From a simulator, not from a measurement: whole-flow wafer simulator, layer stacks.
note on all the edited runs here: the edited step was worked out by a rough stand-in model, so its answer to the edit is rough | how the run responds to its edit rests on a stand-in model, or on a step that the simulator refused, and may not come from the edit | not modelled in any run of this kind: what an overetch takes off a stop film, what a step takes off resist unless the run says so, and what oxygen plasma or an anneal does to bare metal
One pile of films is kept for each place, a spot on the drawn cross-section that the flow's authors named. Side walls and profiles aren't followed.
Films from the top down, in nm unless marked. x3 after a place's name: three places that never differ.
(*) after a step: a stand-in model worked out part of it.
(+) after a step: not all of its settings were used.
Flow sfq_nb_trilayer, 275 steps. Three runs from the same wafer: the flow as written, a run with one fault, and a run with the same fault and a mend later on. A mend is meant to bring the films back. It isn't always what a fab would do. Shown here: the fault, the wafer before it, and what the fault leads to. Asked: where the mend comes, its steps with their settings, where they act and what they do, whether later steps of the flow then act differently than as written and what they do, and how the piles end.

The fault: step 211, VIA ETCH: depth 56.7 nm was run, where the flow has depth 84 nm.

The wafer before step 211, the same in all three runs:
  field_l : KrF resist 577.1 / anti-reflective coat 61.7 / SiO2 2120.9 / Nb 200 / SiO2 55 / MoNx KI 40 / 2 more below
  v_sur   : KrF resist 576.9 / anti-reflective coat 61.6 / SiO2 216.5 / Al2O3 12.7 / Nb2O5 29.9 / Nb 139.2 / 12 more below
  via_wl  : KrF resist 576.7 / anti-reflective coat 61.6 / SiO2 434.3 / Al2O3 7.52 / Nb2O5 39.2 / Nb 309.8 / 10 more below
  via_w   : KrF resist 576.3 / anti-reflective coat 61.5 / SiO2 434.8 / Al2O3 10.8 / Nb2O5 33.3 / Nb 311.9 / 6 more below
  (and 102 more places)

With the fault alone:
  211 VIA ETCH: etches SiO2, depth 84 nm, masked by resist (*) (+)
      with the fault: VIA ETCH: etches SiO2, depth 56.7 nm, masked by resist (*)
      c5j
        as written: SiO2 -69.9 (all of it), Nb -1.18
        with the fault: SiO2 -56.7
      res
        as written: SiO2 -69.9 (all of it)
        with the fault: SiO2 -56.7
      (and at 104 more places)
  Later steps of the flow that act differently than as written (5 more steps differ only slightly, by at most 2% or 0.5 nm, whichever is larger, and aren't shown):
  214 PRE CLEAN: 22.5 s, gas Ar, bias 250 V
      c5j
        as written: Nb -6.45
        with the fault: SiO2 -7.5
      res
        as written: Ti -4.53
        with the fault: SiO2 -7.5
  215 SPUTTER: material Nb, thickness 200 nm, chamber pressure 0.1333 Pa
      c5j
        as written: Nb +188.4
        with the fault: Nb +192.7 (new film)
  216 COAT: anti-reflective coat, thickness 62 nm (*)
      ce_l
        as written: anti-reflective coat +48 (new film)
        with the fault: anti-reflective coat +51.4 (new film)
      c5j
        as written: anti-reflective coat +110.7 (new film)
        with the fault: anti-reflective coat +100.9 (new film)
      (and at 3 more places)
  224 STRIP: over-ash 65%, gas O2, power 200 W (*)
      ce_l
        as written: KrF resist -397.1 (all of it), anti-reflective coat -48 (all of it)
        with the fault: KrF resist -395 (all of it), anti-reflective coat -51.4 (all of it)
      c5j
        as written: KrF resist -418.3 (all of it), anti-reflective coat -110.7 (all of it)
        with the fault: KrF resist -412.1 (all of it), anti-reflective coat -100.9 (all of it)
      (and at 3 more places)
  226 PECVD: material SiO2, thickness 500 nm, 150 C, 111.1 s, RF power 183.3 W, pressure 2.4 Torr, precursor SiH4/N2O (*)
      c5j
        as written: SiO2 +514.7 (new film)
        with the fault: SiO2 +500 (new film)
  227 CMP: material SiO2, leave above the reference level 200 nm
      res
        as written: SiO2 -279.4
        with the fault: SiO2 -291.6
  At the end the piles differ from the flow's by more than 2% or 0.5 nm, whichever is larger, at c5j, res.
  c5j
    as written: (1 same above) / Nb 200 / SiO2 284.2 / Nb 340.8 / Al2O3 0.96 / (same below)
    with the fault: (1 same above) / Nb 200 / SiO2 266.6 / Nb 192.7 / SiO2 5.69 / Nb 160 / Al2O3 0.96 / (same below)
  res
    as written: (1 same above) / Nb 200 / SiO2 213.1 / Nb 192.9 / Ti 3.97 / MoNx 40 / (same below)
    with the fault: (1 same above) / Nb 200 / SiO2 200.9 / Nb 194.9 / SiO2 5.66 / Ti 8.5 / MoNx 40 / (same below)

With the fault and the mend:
  The mend comes after step 212.
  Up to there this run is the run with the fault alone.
  212a COAT: anti-reflective coat, thickness 62 nm (*) (the flow's step 204 once more)
      field_r, ln_m5, p4_fl x3 and 61 more
        anti-reflective coat +62 (new film)
      lsp_m, ln_m6, lsp_r and 6 more
        anti-reflective coat +61.9 (new film)
      v_sur, via_wl
        anti-reflective coat +61.5 (new film)
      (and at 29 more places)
  212b COAT: KrF resist, thickness 650 nm (*) (the flow's step 205 once more)
      l0_sur, l0v, p4_fl x3 and 44 more
        KrF resist +650 (new film)
      wl_b_m5, wl_b_sr, wl_c_sl and 12 more
        KrF resist +649.9 (new film)
      r5r_line_l, r5r_line_c, r5r_line_r
        KrF resist +634.3 (new film)
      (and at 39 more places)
  212c SOFTBAKE: KrF resist (the flow's step 206 once more)
      changes no film at any place that is followed
  212d EXPOSE: photomask C5, dose 11.94 mJ/cm2, NA 0.6, wavelength 248 nm (*) (the flow's step 207 once more)
      changes no film at any place that is followed
  212e PEB: KrF resist, 90 s (the flow's step 208 once more)
      field_l, sp_r, moat and 79 more
        KrF resist -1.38
      v_sur, via_wl, via_w, via_wr, via_sp, be_sur, jj_sur, res
        KrF resist -1.37
      r5r_line_l, r5r_line_c, r5r_line_r
        KrF resist -1.34
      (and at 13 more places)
  212f DEVELOP: KrF resist, thickness 650 nm, 60 s (the flow's step 209 once more)
      field_l, v_sur, via_wl and 101 more
        KrF resist -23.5
      c5j
        KrF resist -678 (all of it)
      res
        KrF resist -646.6 (all of it)
  212g VIA ETCH: etches anti-reflective coat, depth 125 nm, masked by resist (+) (the flow's step 210 once more)
      field_l, v_sur, via_wl and 101 more
        KrF resist -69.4
      c5j
        anti-reflective coat -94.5 (all of it), SiO2 -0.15
      res
        anti-reflective coat -83.6 (all of it), SiO2 -0.21
  212h VIA ETCH: etches SiO2, depth 27.3 nm, masked by resist (*) (+) (the flow's step 211 once more, with other settings)
      field_l, v_sur, via_wl and 101 more
        KrF resist -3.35
      c5j
        SiO2 -13 (all of it), Nb -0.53
      res
        SiO2 -13 (all of it)
  212i STRIP: over-ash 65%, gas O2, power 200 W (*) (the flow's step 212 once more)
      p4_fl x3, p4_w1 x9, p4_g1 x2 and 33 more
        KrF resist -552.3 (all of it), anti-reflective coat -62 (all of it)
      wl_b_m5, wl_b_sr, wl_c_sl and 12 more
        KrF resist -552.2 (all of it), anti-reflective coat -62 (all of it)
      lsp_r, l0_sur
        KrF resist -552.4 (all of it), anti-reflective coat -61.9 (all of it)
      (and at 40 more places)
  No later step of the flow acts differently than as written, at any place that is followed, by more than 2% or 0.5 nm, whichever is larger.
  At the end the piles differ from the flow's only slightly at the places that both follow, by at most 2% or 0.5 nm, whichever is larger.
